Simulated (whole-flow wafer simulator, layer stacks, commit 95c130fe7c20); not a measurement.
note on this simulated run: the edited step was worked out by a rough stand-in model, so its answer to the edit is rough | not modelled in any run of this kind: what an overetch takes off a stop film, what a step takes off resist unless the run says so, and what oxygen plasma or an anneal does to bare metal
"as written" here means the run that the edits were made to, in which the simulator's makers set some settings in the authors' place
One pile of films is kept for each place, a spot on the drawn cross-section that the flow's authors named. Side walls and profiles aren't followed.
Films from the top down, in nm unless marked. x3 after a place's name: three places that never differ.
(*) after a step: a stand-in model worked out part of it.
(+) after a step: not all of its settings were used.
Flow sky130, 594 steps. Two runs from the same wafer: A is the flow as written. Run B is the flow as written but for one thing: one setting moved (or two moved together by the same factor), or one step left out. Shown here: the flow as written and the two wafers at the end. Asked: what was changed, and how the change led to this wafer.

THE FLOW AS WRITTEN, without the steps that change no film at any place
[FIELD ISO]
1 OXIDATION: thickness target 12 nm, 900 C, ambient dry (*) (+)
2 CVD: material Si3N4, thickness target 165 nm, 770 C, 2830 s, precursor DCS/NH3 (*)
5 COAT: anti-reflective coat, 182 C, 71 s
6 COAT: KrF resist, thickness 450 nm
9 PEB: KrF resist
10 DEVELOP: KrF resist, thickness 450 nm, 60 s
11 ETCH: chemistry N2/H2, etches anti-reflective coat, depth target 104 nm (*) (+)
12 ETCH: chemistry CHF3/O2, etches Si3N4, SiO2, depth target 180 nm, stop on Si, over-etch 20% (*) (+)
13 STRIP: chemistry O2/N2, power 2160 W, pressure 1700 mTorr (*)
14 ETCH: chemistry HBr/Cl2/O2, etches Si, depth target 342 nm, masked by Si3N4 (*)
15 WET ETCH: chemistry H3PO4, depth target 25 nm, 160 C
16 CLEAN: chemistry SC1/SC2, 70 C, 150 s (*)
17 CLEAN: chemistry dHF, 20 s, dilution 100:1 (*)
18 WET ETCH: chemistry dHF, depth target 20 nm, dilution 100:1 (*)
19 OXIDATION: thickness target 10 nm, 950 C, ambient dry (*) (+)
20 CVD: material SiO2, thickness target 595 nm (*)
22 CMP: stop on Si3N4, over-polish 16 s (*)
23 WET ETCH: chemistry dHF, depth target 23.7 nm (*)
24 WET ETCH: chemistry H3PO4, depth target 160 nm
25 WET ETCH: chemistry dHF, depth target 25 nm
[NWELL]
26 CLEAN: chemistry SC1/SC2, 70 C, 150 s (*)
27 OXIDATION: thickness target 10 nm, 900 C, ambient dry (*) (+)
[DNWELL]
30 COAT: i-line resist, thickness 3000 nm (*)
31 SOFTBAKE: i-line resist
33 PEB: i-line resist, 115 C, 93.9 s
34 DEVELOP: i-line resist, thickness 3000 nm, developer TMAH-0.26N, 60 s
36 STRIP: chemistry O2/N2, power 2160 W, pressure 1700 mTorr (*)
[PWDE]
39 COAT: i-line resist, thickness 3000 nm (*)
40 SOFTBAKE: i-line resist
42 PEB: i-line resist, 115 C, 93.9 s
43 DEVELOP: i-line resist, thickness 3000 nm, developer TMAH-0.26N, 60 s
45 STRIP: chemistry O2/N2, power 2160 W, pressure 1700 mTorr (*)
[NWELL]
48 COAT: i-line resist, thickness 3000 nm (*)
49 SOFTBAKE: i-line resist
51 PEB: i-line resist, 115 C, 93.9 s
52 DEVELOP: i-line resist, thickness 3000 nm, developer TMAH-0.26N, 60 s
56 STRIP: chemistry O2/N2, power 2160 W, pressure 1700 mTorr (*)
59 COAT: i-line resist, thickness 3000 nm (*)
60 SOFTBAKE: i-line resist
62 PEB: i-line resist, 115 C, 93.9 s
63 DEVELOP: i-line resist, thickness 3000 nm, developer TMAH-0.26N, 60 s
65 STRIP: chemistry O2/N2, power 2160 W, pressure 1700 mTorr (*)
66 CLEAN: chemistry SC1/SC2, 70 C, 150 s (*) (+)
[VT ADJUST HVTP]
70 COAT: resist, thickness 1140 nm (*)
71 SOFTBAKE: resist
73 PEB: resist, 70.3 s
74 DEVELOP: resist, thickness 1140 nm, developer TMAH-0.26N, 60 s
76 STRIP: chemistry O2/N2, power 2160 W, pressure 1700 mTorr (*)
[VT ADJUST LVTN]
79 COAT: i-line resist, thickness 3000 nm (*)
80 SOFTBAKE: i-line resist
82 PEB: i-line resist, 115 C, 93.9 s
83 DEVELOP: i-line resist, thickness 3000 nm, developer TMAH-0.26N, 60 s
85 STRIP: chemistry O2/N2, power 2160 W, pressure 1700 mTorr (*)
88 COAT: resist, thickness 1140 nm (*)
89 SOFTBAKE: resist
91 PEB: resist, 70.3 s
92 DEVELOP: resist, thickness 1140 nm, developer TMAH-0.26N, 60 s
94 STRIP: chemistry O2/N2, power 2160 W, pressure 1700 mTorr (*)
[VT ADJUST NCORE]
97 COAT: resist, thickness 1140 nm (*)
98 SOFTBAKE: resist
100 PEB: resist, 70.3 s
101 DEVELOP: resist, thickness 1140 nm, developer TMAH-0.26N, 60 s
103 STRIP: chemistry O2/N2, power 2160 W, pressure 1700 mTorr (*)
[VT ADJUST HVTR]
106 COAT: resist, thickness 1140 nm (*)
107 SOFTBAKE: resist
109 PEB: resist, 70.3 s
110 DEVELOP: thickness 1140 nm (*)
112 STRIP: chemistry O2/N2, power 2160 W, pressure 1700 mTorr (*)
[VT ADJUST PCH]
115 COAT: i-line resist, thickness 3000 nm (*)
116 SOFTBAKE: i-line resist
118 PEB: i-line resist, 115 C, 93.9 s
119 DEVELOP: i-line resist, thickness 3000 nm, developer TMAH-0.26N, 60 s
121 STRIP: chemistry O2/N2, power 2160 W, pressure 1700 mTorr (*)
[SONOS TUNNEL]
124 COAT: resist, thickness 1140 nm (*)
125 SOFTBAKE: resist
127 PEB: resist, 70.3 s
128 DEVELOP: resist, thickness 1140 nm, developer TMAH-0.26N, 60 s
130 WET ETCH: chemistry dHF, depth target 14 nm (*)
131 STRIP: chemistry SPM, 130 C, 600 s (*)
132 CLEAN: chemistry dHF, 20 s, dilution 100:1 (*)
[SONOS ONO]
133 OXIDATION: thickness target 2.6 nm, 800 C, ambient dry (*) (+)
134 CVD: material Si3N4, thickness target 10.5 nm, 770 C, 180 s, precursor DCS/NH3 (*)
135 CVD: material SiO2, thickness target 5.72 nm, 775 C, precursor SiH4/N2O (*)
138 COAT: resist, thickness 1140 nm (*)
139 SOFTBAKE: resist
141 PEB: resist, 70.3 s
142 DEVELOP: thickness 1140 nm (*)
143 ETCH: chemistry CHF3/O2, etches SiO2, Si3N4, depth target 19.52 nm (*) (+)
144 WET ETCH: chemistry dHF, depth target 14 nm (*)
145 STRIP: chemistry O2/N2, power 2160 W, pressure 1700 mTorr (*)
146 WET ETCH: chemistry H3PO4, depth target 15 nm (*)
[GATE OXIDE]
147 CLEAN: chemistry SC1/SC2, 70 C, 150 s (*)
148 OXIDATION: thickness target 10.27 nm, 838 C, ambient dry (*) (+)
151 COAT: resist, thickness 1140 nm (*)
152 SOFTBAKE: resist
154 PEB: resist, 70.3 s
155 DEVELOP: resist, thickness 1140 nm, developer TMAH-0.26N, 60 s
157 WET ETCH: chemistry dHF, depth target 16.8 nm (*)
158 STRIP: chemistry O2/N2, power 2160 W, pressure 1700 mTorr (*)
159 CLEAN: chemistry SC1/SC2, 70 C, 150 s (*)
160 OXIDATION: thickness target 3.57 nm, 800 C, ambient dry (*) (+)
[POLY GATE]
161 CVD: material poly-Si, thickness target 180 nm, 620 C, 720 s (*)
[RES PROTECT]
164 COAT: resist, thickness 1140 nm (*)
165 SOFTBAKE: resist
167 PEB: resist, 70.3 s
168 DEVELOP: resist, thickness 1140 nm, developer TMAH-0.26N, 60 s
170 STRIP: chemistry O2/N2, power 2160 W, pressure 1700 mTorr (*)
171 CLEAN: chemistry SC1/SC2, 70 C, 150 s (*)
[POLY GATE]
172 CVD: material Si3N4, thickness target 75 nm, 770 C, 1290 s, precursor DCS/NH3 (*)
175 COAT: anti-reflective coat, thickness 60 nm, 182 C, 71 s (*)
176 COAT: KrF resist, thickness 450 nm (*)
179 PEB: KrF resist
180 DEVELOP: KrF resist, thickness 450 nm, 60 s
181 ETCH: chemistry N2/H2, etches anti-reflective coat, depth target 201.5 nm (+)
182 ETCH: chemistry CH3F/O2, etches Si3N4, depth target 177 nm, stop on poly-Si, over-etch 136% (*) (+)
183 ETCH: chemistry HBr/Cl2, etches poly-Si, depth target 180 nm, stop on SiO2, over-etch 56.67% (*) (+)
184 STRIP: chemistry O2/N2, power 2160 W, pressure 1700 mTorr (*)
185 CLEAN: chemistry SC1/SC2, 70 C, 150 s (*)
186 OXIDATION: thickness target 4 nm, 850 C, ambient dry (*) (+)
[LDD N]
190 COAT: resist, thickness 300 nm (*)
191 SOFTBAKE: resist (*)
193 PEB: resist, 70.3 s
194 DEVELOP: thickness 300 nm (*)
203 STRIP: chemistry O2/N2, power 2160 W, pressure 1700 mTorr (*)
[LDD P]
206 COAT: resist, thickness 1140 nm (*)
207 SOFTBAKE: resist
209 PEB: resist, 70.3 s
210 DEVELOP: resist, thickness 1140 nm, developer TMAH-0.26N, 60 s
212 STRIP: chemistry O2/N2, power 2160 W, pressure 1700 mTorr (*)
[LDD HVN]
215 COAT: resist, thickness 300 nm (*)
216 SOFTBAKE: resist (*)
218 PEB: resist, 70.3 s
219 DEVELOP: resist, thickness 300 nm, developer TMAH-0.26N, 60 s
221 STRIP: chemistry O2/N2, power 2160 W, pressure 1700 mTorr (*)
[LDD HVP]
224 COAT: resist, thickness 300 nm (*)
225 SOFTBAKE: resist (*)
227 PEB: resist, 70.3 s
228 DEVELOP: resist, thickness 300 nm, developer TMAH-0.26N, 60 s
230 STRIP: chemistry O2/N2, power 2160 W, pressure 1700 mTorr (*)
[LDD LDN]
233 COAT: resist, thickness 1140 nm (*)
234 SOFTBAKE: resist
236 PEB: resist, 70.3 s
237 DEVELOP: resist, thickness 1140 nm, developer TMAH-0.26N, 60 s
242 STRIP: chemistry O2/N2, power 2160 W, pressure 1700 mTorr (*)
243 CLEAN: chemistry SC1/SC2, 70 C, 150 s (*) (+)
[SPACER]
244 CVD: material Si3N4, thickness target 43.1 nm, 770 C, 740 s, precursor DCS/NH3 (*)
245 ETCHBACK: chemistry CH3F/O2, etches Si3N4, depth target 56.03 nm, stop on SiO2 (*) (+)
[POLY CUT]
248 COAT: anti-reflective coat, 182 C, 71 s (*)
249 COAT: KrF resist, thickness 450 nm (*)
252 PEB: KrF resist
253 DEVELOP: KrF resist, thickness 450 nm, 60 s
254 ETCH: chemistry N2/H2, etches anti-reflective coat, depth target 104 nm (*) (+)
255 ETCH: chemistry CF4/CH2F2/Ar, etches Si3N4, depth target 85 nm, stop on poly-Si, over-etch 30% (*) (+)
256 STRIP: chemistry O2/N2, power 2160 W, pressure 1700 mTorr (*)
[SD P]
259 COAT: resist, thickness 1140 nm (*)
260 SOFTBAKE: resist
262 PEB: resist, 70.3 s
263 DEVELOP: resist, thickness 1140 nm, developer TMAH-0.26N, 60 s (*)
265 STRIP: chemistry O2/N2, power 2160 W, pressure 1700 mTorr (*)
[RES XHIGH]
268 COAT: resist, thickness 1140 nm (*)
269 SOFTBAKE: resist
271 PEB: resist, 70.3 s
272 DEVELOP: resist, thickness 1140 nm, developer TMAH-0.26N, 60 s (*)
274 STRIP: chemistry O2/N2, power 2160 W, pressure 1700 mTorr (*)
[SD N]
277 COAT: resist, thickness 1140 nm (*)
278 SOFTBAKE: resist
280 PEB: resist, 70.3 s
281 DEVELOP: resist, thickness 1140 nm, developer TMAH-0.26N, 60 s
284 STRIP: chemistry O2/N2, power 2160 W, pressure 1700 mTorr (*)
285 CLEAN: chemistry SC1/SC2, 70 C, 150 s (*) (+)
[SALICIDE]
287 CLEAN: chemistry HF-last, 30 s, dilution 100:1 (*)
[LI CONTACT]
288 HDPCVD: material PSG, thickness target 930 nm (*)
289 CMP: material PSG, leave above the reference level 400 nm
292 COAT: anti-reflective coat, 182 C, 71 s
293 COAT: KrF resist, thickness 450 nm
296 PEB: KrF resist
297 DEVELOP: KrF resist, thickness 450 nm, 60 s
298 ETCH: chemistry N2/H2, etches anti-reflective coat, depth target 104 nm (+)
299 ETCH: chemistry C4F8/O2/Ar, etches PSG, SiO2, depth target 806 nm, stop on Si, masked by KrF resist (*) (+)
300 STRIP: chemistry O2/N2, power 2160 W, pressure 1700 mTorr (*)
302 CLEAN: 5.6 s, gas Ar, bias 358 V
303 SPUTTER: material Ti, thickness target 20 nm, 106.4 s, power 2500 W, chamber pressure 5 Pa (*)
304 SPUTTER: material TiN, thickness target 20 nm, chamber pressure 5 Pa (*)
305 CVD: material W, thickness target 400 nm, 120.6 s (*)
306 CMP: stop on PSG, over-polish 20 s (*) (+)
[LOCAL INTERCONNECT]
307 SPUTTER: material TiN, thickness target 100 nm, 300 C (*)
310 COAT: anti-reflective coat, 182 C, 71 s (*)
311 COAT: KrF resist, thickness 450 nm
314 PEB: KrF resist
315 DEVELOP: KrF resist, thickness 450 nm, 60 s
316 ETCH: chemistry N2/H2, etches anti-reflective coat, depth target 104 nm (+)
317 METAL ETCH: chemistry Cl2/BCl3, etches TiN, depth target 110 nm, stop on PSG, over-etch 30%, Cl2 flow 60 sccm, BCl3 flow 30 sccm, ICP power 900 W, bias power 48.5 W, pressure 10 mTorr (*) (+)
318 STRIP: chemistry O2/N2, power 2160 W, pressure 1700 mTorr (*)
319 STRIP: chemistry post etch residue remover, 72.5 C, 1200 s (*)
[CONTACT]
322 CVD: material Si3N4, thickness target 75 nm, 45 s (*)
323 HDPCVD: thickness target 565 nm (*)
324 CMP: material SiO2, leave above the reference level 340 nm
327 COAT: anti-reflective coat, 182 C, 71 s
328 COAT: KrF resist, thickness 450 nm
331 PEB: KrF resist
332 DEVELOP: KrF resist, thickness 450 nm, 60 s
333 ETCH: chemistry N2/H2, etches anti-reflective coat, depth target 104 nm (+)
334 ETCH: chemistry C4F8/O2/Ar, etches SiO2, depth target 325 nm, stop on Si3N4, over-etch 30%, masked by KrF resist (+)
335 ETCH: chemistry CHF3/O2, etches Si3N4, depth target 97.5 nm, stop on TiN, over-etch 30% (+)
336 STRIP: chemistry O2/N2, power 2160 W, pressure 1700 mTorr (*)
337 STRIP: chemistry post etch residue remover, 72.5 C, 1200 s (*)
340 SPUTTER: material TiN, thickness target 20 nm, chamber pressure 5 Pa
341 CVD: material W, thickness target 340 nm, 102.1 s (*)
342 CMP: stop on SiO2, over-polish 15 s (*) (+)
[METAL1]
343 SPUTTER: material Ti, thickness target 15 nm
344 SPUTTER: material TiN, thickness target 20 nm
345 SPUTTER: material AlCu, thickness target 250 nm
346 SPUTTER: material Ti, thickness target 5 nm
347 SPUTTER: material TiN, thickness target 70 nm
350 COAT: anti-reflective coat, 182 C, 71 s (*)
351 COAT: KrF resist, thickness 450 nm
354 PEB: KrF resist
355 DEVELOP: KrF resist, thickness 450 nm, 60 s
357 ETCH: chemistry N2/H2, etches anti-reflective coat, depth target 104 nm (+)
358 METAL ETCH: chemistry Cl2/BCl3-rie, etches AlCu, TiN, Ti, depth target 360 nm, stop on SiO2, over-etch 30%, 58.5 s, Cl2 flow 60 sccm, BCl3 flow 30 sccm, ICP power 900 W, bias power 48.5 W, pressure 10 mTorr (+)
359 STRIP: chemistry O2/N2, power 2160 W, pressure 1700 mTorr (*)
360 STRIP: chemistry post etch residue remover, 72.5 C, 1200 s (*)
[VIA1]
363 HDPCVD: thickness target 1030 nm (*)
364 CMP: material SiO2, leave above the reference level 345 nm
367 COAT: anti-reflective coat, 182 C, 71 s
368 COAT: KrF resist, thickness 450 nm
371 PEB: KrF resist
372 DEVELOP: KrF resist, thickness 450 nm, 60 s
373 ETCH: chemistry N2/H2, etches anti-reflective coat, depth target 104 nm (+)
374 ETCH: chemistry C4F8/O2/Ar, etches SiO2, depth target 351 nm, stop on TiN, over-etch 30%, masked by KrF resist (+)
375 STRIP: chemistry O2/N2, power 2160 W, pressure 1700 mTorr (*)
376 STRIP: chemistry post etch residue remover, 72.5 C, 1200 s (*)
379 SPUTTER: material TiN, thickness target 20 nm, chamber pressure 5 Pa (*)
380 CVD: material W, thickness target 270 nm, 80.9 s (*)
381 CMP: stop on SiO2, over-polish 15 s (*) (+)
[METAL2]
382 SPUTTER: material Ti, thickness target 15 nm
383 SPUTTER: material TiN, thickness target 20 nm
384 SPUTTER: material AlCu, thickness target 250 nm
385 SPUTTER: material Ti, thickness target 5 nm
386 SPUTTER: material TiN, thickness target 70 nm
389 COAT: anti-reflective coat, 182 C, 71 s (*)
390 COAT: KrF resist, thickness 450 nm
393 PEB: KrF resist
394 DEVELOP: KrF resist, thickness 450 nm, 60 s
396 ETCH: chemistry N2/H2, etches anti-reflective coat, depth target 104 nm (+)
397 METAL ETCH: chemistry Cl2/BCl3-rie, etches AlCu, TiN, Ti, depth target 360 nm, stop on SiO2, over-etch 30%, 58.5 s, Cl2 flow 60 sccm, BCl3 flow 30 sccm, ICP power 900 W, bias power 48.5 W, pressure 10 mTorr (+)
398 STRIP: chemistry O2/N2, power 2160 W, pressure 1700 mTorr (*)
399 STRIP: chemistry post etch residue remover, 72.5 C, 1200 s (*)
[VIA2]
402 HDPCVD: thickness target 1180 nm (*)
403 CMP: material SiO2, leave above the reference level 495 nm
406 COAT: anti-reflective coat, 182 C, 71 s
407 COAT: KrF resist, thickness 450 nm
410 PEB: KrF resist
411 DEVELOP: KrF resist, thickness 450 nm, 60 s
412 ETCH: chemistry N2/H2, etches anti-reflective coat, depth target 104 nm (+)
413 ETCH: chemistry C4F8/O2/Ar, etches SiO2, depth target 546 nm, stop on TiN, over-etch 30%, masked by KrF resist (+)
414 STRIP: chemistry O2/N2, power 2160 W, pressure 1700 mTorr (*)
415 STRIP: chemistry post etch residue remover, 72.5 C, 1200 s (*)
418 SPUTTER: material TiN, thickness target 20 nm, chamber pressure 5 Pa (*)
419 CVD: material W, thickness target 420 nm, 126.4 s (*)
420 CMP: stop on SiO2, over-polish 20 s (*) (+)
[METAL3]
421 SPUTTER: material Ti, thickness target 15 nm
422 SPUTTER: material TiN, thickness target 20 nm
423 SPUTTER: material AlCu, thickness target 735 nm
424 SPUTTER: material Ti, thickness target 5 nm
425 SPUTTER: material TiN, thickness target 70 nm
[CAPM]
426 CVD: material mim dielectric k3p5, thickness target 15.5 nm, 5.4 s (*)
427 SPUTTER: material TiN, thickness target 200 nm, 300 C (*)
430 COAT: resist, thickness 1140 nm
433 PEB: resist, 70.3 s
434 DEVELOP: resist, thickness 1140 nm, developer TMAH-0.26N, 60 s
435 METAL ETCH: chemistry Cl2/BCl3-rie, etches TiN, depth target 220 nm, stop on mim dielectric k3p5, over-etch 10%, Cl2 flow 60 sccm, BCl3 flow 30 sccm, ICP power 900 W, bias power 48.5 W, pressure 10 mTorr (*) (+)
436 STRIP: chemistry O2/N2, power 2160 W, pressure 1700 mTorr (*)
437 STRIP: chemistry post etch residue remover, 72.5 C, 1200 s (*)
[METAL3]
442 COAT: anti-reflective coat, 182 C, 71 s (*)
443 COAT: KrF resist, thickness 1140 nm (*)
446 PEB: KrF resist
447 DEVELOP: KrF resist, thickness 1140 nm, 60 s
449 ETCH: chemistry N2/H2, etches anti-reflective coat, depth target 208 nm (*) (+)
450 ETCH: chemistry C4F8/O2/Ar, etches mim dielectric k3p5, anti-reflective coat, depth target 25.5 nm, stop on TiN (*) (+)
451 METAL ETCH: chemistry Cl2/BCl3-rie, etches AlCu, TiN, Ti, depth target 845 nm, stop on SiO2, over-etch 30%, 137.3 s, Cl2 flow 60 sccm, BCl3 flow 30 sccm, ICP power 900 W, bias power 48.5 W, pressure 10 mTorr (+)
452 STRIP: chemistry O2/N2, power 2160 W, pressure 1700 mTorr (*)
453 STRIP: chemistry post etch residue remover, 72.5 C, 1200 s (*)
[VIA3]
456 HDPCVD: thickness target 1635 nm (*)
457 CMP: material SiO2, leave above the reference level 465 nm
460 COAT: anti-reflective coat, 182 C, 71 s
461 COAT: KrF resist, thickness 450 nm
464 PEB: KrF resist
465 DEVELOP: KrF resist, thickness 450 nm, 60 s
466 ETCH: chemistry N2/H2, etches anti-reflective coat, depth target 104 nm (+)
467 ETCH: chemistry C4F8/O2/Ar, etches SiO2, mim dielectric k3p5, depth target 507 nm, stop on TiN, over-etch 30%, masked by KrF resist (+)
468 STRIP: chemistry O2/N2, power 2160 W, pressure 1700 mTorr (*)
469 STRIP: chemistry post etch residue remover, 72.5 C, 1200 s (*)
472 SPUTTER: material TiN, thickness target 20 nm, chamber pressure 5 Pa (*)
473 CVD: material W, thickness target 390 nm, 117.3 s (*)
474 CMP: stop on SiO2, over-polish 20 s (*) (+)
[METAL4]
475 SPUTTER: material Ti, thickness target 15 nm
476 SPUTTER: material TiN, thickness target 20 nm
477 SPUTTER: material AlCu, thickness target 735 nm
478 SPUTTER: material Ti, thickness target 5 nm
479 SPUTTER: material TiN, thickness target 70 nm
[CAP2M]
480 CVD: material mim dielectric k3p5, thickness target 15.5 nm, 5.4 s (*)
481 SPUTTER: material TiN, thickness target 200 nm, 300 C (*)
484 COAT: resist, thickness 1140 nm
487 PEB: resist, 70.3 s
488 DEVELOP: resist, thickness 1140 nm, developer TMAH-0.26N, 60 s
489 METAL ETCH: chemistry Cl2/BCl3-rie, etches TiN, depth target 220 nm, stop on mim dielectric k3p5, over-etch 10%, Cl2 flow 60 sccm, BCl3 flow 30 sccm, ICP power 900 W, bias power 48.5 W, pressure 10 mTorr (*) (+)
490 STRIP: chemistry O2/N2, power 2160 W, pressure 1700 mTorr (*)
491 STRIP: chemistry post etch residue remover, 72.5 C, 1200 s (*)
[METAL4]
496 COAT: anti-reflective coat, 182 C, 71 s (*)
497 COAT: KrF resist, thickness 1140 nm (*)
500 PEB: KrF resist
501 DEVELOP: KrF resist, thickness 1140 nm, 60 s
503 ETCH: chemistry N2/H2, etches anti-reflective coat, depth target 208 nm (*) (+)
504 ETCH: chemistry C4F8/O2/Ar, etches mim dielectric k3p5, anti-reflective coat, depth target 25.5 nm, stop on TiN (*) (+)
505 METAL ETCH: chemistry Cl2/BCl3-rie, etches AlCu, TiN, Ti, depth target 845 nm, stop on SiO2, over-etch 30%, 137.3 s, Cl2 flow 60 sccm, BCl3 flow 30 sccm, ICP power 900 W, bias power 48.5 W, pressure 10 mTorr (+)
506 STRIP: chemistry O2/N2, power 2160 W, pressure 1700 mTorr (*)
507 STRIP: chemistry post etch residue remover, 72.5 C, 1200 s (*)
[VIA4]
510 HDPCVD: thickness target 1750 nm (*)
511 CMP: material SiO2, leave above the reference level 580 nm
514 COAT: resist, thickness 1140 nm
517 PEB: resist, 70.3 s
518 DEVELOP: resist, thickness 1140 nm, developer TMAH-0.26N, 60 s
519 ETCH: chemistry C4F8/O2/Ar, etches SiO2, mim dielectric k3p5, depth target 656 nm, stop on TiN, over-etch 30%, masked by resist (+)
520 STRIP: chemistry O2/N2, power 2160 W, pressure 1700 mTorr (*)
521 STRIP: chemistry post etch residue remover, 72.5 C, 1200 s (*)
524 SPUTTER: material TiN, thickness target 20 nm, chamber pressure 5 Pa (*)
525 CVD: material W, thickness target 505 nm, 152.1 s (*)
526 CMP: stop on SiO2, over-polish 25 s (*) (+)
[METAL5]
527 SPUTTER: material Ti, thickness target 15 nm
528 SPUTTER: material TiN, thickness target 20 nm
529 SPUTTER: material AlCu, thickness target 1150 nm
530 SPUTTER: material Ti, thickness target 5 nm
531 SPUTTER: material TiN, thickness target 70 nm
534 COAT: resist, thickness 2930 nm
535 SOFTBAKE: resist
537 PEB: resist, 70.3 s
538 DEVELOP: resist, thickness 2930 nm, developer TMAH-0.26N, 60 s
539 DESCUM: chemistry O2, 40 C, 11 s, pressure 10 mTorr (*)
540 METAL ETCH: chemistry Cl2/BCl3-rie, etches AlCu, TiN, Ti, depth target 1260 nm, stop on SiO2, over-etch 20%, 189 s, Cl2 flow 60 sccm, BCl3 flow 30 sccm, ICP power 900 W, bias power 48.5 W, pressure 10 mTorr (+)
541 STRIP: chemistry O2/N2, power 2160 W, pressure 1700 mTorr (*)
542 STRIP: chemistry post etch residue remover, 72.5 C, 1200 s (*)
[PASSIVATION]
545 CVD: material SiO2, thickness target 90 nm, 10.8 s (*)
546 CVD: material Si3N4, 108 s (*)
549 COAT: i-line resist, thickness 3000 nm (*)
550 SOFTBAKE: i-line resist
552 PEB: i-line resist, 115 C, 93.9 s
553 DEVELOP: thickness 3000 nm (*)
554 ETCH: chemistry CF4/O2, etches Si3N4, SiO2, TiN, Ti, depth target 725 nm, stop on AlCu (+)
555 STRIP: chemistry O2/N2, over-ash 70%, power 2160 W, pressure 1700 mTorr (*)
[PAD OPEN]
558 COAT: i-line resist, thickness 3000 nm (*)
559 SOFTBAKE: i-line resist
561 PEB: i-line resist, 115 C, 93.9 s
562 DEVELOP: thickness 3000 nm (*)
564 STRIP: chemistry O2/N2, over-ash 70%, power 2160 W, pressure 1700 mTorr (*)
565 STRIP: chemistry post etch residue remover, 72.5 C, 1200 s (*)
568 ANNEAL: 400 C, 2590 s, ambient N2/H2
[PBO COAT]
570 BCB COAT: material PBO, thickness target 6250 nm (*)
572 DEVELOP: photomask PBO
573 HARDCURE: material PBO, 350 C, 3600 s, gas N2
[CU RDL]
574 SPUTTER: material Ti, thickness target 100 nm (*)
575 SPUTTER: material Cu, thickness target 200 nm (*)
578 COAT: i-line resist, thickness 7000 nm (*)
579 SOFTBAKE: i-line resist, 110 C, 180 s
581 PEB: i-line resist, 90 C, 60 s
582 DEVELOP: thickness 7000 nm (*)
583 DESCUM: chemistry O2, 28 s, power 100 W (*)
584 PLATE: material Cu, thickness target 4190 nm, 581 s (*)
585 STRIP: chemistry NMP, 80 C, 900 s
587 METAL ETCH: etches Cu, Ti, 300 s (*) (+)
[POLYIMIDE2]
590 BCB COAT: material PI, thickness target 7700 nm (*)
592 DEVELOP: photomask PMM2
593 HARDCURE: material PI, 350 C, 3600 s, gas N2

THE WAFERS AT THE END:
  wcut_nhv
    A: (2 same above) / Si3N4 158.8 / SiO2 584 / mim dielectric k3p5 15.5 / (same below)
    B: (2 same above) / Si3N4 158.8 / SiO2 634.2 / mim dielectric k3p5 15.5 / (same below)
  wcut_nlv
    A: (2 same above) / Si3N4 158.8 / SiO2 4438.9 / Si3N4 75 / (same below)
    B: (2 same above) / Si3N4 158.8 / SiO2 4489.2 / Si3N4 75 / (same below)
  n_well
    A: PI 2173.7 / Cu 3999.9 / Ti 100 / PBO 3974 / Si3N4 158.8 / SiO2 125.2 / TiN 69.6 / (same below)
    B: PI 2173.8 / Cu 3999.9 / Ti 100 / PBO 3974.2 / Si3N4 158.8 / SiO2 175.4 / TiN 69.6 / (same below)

The cause: step 545, CVD: thickness target 127 nm was run, where the flow has thickness target 90 nm; step 545, CVD: 15.2 s was run, where the flow has 10.8 s.

How the change led to this, step by step:
  545 CVD: material SiO2, thickness target 90 nm, 10.8 s (*)
      field, active, gate and 175 more: A SiO2 +125.2 | B SiO2 +175.4
      n_well, p_well, sd_n and 12 more: A SiO2 +125.2 (new film) | B SiO2 +175.4 (new film)
  550 SOFTBAKE: i-line resist
      gate_p_lvt, iso_guard_hv_nw: A i-line resist +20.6 | B i-line resist +22.1
      active: A i-line resist +12 | B i-line resist +13.1
      (and at 57 more places)
  554 ETCH: chemistry CF4/O2, etches Si3N4, SiO2, TiN, Ti, depth target 725 nm, stop on AlCu (+)
      field, active, n_well and 189 more: A i-line resist -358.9 | B i-line resist -409.1
      pad: A Si3N4 -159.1 (all of it), SiO2 -125.2 (all of it), TiN -69.6 (all of it), Ti -5 (all of it) | B Si3N4 -159.1 (all of it), SiO2 -175.4 (all of it), TiN -69.6 (all of it), Ti -5 (all of it)
  555 STRIP: chemistry O2/N2, over-ash 70%, power 2160 W, pressure 1700 mTorr (*)
      n_well, p_well, sd_n, sd_p: A i-line resist -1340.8 (all of it) | B i-line resist -1290.6 (all of it)
      m1: A i-line resist -1364.1 (all of it) | B i-line resist -1315.9 (all of it)
      (and at 8 more places)
  558 COAT: i-line resist, thickness 3000 nm (*)
      pad: A i-line resist +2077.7 (new film) | B i-line resist +2128.2 (new film)
  559 SOFTBAKE: i-line resist
      gate_p_lvt, iso_guard_hv_nw: A i-line resist +20.6 | B i-line resist +22.1
      field: A i-line resist +12.5 | B i-line resist +13.7
      (and at 64 more places)
  561 PEB: i-line resist, 115 C, 93.9 s
      pad: A i-line resist -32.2 | B i-line resist -33.1
  562 DEVELOP: thickness 3000 nm (*)
      pad: A i-line resist -2045.5 (all of it) | B i-line resist -2095.2 (all of it)
  578 COAT: i-line resist, thickness 7000 nm (*)
      pad: A i-line resist +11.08 um (new film) | B i-line resist +11.13 um (new film)
  579 SOFTBAKE: i-line resist, 110 C, 180 s
      ndiff_licon_rim, ndiff_licon: A i-line resist -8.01 | B i-line resist -8.7
      rpo_hd_licon, mim2: A i-line resist -14.9 | B i-line resist -15.6
      (and at 26 more places)
  582 DEVELOP: thickness 7000 nm (*)
      pad: A i-line resist -11.08 um (all of it) | B i-line resist -11.13 um (all of it)
